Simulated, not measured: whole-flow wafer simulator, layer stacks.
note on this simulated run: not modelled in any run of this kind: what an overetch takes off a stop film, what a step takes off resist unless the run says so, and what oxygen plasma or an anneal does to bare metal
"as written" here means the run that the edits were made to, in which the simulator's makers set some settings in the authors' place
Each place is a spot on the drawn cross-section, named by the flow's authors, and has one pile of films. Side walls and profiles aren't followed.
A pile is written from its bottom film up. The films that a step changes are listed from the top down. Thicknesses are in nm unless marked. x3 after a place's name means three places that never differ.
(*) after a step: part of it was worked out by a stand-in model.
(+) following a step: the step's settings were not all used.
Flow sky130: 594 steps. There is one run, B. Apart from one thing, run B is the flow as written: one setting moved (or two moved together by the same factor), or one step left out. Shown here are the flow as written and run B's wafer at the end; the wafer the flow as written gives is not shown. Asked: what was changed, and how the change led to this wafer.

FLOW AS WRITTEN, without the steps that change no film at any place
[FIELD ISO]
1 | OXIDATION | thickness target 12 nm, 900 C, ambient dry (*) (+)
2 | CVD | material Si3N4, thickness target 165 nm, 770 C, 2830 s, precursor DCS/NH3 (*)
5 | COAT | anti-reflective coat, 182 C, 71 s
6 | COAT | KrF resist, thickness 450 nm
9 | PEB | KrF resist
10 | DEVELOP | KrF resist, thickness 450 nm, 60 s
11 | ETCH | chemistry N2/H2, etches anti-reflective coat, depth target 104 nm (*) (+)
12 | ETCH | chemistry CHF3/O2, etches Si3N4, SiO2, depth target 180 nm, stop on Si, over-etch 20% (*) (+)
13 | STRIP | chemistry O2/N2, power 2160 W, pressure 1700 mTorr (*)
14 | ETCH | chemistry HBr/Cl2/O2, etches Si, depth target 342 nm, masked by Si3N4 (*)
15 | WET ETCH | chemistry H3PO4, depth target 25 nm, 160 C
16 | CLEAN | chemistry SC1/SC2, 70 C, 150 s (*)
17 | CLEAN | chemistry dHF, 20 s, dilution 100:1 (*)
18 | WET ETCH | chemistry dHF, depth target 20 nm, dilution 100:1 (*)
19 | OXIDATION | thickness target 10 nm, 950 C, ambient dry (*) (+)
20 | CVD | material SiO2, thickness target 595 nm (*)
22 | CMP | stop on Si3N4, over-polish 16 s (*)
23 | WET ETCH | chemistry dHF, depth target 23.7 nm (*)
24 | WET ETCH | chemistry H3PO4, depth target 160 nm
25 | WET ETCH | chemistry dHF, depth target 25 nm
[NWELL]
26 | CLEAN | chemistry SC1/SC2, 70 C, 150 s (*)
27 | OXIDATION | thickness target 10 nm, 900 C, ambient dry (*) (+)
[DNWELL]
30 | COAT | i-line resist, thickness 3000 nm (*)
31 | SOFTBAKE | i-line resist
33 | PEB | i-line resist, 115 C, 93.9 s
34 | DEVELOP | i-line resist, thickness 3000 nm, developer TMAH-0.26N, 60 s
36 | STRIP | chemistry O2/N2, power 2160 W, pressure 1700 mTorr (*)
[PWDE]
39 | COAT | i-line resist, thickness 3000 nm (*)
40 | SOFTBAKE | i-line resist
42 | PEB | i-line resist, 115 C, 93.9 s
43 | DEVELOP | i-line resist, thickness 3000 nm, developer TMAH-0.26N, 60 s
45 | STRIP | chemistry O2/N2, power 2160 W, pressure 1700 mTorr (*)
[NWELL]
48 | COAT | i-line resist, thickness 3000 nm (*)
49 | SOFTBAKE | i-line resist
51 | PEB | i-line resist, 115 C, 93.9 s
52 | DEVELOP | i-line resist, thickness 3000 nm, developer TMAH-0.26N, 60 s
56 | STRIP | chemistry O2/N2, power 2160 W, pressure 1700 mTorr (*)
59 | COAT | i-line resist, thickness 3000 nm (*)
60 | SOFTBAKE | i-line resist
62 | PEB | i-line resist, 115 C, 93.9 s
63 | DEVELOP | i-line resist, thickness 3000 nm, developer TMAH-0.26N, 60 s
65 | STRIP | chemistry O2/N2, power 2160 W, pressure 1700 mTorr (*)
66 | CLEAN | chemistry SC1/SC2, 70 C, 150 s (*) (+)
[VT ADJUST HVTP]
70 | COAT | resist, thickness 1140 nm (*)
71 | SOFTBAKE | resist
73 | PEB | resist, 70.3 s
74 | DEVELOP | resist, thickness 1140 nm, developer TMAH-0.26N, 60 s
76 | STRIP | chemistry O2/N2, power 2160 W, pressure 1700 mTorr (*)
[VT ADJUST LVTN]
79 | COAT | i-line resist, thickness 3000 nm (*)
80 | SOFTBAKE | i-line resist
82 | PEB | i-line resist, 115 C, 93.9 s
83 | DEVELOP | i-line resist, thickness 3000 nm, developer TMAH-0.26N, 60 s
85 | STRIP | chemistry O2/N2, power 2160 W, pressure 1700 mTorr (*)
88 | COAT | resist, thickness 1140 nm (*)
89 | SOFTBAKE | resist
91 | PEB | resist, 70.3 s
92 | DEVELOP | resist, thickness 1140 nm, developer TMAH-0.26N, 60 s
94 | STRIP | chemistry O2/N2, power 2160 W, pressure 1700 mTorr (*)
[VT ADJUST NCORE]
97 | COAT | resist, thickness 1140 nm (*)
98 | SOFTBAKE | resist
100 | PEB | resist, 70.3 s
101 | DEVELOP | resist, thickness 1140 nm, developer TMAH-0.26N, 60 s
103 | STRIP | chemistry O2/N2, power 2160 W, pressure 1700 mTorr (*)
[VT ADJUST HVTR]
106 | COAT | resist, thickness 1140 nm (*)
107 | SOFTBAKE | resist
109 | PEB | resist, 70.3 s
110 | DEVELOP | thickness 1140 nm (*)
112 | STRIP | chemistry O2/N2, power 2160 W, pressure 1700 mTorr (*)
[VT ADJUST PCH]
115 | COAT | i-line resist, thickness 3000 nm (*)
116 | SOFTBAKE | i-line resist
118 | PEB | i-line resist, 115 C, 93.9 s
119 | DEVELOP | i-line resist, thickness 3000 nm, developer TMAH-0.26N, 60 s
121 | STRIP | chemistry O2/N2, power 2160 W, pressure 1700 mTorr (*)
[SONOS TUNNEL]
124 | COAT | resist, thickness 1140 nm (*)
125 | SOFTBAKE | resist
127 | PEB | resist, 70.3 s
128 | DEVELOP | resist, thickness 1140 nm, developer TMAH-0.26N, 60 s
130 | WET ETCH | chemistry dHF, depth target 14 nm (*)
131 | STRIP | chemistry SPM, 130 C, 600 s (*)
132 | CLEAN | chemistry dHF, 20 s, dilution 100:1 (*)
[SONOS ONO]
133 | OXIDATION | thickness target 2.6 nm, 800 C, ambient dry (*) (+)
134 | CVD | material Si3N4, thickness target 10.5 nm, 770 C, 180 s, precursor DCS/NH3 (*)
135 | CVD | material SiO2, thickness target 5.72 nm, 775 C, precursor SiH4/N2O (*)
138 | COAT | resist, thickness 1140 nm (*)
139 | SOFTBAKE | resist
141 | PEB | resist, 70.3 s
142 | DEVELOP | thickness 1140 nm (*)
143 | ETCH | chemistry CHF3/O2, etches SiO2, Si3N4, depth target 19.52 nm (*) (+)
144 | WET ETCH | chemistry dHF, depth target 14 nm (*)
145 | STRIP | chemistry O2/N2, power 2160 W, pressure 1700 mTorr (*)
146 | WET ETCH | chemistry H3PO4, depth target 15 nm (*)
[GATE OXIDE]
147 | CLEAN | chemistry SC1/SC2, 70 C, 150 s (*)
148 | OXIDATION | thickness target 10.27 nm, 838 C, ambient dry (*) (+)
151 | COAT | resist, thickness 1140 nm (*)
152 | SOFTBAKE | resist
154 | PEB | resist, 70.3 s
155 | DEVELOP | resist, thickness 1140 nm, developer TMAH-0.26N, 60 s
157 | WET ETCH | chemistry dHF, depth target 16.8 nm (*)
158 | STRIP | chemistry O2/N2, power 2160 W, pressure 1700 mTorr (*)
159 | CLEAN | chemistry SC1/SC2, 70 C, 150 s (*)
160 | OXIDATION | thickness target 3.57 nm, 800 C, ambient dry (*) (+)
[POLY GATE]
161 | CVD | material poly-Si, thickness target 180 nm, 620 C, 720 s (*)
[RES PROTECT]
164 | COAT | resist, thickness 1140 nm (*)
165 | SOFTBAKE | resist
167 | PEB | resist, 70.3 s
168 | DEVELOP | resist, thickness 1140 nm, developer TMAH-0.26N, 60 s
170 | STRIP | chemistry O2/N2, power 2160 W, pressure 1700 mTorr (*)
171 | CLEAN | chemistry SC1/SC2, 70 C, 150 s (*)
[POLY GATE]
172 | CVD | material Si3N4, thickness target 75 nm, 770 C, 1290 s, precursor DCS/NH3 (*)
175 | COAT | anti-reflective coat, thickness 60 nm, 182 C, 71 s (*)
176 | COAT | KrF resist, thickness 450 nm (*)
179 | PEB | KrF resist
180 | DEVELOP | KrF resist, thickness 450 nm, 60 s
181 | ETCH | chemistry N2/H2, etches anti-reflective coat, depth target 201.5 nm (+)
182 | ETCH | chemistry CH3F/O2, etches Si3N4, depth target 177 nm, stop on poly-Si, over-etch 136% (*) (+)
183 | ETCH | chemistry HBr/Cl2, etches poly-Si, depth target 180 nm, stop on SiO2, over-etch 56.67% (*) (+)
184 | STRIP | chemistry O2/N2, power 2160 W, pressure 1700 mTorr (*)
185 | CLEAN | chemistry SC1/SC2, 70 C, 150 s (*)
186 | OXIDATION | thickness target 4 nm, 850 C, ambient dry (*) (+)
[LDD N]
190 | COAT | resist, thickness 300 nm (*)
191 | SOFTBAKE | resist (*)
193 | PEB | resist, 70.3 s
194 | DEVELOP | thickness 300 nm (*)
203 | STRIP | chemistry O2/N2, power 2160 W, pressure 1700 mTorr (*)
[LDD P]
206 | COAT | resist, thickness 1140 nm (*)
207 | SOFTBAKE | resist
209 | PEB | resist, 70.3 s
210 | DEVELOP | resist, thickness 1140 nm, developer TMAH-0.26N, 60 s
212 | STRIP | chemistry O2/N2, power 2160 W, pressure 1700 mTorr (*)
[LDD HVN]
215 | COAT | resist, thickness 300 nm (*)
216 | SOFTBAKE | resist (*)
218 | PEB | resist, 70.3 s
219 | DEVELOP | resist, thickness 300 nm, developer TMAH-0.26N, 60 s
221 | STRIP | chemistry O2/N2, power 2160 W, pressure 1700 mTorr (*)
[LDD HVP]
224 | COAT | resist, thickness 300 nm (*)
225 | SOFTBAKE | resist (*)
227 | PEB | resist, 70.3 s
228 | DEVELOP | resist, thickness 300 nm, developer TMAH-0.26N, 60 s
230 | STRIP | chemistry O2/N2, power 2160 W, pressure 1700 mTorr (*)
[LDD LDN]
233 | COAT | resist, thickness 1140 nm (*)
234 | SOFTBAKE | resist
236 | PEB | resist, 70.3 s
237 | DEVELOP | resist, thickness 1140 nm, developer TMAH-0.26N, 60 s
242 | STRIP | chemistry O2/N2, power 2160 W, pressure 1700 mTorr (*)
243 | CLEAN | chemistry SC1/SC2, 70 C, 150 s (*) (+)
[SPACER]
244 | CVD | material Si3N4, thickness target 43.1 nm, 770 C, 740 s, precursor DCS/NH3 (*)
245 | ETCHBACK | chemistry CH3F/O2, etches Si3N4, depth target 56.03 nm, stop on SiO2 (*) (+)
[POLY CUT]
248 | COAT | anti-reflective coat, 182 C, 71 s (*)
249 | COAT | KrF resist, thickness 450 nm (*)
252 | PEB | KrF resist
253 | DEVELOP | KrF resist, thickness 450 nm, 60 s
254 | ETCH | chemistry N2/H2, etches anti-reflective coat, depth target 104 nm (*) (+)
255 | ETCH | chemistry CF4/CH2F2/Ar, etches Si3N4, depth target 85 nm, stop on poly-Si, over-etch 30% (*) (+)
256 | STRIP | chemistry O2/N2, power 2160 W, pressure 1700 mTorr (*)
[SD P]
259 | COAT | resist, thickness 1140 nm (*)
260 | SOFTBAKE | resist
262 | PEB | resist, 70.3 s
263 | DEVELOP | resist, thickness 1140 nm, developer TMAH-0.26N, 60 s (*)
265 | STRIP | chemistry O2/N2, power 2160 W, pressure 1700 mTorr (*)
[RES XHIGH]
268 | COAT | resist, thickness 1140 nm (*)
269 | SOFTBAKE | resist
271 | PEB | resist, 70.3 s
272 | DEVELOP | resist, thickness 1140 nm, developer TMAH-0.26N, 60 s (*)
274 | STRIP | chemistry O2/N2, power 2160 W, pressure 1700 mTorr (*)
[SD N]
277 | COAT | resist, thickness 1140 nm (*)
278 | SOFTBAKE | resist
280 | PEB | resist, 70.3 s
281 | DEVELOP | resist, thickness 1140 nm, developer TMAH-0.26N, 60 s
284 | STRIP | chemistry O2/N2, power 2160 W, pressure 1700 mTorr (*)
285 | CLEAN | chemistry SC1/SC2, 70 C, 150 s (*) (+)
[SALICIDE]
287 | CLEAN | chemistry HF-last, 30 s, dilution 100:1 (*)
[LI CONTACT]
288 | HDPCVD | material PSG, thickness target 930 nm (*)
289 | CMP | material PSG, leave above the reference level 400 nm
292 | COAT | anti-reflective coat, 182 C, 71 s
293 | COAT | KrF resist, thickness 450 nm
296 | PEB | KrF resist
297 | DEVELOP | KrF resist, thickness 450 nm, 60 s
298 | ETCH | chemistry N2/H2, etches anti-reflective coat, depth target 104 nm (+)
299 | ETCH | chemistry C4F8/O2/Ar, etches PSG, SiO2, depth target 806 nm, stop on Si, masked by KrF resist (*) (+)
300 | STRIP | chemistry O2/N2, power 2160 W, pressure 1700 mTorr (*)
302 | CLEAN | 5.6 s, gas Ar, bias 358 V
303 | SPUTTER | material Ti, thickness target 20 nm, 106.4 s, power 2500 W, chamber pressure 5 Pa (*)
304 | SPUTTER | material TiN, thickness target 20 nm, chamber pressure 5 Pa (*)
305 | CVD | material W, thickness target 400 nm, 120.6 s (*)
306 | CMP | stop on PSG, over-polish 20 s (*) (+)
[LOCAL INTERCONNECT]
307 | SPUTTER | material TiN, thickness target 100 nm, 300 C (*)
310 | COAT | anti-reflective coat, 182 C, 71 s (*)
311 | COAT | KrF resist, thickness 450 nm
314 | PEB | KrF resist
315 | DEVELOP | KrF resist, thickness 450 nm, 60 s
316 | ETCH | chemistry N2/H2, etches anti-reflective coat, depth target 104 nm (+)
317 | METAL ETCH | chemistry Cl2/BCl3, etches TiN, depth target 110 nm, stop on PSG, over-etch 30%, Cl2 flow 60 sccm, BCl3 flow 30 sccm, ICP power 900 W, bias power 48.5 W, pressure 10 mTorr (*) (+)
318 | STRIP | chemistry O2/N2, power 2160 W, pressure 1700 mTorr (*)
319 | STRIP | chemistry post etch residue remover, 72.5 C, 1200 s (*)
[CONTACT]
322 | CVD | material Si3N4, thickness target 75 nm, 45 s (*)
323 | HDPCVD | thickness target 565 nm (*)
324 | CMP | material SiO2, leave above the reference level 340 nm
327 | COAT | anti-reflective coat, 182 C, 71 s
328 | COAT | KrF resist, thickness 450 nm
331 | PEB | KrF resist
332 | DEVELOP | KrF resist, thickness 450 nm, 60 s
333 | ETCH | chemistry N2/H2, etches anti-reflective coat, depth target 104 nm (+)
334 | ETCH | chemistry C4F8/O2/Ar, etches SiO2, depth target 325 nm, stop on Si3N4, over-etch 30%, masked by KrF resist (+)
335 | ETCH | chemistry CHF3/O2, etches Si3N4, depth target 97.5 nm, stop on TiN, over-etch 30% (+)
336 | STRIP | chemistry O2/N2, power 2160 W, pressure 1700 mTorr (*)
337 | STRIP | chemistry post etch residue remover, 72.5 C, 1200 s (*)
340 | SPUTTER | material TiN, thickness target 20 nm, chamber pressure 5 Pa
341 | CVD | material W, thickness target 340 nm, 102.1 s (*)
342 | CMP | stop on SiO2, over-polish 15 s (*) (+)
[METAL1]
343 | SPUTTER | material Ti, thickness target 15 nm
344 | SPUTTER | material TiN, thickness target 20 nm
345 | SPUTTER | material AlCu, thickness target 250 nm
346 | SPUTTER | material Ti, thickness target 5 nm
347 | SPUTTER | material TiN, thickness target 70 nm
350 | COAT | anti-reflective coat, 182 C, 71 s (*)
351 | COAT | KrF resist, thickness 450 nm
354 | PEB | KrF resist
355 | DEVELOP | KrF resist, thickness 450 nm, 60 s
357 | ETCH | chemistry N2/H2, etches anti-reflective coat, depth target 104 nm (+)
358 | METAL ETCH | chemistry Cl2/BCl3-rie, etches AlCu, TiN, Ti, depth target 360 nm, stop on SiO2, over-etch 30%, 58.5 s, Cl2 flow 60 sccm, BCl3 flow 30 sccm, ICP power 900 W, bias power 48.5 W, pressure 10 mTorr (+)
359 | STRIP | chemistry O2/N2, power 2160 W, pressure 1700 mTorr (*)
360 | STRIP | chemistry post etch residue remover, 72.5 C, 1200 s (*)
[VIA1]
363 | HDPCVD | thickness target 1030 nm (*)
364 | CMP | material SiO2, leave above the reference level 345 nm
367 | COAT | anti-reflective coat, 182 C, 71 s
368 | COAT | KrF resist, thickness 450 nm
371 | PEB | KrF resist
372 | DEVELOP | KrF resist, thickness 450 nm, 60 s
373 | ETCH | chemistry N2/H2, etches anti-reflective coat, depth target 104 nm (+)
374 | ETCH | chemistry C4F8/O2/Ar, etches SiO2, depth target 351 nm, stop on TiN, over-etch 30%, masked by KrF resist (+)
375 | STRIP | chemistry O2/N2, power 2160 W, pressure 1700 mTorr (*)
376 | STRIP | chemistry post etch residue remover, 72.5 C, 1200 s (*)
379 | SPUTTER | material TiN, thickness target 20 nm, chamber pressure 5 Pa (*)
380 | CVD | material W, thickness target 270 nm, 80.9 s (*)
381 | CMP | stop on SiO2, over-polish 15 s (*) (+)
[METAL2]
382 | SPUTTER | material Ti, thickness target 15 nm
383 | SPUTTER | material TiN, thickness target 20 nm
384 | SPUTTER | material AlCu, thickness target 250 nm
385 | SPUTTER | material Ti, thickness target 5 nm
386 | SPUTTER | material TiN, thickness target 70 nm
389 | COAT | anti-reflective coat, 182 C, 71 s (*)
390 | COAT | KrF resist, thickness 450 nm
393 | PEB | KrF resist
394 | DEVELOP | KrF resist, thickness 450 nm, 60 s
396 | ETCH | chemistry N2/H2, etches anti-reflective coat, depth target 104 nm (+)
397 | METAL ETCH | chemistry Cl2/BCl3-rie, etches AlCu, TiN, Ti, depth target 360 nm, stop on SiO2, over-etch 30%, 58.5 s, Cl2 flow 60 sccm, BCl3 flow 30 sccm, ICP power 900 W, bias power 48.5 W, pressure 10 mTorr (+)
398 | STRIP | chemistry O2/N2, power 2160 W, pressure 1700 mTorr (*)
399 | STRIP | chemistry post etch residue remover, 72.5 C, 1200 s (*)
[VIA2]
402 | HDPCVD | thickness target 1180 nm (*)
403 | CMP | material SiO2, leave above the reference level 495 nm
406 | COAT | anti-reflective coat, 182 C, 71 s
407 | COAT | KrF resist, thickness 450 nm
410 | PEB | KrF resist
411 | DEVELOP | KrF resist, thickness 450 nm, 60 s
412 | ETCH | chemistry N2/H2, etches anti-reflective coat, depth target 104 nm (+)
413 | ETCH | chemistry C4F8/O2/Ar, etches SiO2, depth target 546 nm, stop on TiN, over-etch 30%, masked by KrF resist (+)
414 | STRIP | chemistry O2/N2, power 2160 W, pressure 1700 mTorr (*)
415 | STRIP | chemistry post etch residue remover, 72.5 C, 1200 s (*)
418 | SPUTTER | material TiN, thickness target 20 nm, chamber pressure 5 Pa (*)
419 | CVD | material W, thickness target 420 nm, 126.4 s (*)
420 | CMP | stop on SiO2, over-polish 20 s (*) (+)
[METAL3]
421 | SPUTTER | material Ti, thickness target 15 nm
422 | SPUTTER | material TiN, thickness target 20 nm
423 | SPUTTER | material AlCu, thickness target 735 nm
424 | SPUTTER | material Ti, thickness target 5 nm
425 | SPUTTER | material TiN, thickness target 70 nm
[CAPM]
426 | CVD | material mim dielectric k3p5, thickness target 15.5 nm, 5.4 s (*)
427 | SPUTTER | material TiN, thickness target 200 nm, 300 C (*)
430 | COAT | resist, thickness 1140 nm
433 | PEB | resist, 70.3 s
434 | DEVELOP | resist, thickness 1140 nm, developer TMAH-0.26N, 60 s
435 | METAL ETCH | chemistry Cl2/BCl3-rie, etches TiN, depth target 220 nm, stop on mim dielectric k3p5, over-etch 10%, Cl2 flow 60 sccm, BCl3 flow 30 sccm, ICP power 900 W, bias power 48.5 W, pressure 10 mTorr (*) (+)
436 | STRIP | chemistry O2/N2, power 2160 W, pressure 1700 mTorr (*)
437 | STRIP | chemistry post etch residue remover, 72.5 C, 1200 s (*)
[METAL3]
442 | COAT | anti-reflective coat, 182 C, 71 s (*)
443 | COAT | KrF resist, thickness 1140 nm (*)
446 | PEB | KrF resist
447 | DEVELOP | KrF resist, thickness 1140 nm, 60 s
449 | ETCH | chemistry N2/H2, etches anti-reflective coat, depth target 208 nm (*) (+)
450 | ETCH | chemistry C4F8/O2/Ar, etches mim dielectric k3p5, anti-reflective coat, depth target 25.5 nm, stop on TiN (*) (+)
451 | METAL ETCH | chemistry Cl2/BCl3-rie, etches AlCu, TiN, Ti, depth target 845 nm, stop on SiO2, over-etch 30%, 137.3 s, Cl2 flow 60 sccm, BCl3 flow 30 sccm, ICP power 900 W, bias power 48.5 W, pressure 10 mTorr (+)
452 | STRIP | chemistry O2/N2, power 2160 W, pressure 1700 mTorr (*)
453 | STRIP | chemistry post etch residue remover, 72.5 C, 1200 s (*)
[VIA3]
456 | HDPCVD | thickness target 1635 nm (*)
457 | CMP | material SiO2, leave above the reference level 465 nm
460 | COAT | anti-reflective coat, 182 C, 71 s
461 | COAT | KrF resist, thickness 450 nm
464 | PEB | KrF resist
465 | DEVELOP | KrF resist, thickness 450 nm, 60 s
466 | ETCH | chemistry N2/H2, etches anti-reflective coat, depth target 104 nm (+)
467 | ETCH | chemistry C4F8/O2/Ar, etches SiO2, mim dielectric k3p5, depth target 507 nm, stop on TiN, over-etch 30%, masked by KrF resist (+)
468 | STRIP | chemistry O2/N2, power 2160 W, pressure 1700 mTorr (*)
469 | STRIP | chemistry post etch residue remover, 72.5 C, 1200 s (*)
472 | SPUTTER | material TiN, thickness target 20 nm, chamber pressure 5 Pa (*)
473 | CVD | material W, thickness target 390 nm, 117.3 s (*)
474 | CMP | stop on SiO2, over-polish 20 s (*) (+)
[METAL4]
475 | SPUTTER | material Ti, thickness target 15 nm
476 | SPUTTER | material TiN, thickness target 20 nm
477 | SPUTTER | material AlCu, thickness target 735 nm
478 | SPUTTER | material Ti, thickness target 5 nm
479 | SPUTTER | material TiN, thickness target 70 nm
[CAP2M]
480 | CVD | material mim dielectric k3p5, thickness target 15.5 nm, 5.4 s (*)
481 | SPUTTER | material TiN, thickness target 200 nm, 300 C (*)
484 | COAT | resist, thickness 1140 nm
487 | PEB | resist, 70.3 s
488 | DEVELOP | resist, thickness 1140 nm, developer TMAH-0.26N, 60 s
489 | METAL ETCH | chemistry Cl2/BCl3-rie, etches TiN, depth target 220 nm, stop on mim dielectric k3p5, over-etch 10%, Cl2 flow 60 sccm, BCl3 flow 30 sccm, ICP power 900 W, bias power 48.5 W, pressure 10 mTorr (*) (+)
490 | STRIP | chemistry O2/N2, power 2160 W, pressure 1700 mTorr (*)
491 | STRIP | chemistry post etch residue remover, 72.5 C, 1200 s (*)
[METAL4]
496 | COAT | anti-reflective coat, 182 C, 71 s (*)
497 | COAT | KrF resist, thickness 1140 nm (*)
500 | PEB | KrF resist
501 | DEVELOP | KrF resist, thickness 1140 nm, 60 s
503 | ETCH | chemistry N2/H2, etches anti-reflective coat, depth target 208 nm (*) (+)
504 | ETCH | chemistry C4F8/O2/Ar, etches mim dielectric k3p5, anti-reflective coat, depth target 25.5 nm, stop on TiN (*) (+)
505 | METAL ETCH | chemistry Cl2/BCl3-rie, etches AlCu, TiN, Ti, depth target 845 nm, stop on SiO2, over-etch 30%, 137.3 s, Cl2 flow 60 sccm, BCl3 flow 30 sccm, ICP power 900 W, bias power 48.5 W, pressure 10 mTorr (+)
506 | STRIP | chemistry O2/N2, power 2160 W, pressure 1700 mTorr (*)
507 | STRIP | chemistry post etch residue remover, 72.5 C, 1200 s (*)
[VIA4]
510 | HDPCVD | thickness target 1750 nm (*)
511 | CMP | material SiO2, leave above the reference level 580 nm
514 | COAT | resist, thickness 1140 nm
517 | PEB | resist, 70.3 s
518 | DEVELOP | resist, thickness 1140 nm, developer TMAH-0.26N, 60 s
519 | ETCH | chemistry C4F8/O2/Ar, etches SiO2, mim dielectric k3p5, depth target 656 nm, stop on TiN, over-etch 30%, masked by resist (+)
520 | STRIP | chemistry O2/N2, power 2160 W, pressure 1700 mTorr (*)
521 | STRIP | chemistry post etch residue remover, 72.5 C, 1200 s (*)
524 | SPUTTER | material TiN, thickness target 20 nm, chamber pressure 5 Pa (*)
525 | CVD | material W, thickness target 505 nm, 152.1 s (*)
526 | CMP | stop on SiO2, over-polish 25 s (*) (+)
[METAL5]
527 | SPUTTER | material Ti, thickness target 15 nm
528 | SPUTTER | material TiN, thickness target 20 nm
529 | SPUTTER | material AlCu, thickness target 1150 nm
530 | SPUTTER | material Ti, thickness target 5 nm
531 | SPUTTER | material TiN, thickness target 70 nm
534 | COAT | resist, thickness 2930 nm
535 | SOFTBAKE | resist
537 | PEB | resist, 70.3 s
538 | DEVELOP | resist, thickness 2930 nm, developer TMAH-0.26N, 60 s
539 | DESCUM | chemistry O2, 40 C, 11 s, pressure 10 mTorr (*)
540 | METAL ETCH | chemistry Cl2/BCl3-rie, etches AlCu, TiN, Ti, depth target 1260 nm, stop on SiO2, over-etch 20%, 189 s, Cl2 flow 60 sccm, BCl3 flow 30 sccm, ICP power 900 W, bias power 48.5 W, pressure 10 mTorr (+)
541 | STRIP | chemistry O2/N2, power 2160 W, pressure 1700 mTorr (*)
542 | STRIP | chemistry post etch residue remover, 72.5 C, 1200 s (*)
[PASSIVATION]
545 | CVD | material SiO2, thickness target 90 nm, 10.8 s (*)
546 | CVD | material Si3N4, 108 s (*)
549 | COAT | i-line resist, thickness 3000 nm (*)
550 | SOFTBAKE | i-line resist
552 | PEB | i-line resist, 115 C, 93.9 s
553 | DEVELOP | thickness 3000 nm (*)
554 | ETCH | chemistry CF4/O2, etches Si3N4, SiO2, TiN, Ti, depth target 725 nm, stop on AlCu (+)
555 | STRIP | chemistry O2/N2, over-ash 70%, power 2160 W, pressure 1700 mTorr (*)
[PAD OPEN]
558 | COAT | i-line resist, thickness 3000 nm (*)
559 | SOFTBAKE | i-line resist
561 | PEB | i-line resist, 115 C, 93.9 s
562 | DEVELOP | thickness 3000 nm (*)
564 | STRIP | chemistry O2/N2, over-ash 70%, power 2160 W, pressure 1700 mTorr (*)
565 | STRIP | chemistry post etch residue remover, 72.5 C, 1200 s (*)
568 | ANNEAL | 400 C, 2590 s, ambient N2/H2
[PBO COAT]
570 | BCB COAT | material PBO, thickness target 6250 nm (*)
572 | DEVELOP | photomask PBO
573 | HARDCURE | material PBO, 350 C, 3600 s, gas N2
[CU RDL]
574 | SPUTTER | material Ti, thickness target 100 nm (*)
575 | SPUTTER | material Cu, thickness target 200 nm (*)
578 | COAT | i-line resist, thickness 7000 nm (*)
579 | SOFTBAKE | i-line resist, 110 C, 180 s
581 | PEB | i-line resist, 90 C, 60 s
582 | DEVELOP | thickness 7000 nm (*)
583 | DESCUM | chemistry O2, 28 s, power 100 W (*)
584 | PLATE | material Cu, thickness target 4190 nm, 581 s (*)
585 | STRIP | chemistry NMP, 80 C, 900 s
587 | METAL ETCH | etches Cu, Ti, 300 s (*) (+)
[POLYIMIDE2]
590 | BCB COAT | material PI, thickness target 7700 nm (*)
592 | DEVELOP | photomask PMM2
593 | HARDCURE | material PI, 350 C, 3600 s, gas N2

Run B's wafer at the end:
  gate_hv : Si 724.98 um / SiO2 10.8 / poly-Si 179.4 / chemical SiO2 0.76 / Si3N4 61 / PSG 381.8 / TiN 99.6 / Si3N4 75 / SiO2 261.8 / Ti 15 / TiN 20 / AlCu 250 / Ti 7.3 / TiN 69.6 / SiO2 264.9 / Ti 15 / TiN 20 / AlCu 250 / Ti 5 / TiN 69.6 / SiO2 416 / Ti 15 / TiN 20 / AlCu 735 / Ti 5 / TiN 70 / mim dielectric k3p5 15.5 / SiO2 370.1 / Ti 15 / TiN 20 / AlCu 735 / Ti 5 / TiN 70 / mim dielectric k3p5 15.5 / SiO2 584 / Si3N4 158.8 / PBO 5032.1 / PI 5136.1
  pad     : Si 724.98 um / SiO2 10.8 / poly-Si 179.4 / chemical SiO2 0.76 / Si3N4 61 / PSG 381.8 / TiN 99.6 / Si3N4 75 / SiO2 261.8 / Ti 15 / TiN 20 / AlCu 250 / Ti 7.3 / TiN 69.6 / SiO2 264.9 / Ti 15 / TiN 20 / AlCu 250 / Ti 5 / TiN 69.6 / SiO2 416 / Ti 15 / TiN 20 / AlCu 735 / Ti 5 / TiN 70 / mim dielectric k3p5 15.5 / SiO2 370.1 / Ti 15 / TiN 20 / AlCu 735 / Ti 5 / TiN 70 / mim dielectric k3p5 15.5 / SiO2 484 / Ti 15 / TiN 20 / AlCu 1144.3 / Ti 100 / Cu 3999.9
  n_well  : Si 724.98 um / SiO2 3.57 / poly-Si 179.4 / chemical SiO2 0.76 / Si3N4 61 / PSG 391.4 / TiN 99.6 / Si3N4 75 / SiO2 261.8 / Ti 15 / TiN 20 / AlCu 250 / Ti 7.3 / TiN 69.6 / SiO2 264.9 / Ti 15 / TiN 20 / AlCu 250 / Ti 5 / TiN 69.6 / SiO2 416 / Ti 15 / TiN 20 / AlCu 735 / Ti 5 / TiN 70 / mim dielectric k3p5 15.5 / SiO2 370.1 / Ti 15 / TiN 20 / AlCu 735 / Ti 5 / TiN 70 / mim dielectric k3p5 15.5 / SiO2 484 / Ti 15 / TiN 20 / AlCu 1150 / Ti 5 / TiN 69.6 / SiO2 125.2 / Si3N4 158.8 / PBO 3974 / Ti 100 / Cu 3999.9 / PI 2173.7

Cause: step 346, SPUTTER: thickness target 7.3 nm was run, though the flow has thickness target 5 nm.
The wafer itself shows it: gate_hv has Ti 7.3, and step 346 as written asks for 5 nm.

The path from the change to this, step by step:
  346 | SPUTTER | material Ti, thickness target 5 nm
      field, active, n_well and 188 more: +7.3 Ti (new film) (in the flow as written it would be: +5 Ti (new film))
  358 | METAL ETCH | chemistry Cl2/BCl3-rie, etches AlCu, TiN, Ti, depth target 360 nm, stop on SiO2, over-etch 30%, 58.5 s, Cl2 flow 60 sccm, BCl3 flow 30 sccm, ICP power 900 W, bias power 48.5 W, pressure 10 mTorr (+)
      field, active, gate and 81 more: -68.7 TiN (all of it), -7.3 Ti (all of it), -250 AlCu (all of it), -20 TiN (all of it), -15 Ti (all of it), -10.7 SiO2 (in the flow as written it would be: -68.7 TiN (all of it), -5 Ti (all of it), -250 AlCu (all of it), -20 TiN (all of it), -15 Ti (all of it), -10.9 SiO2)
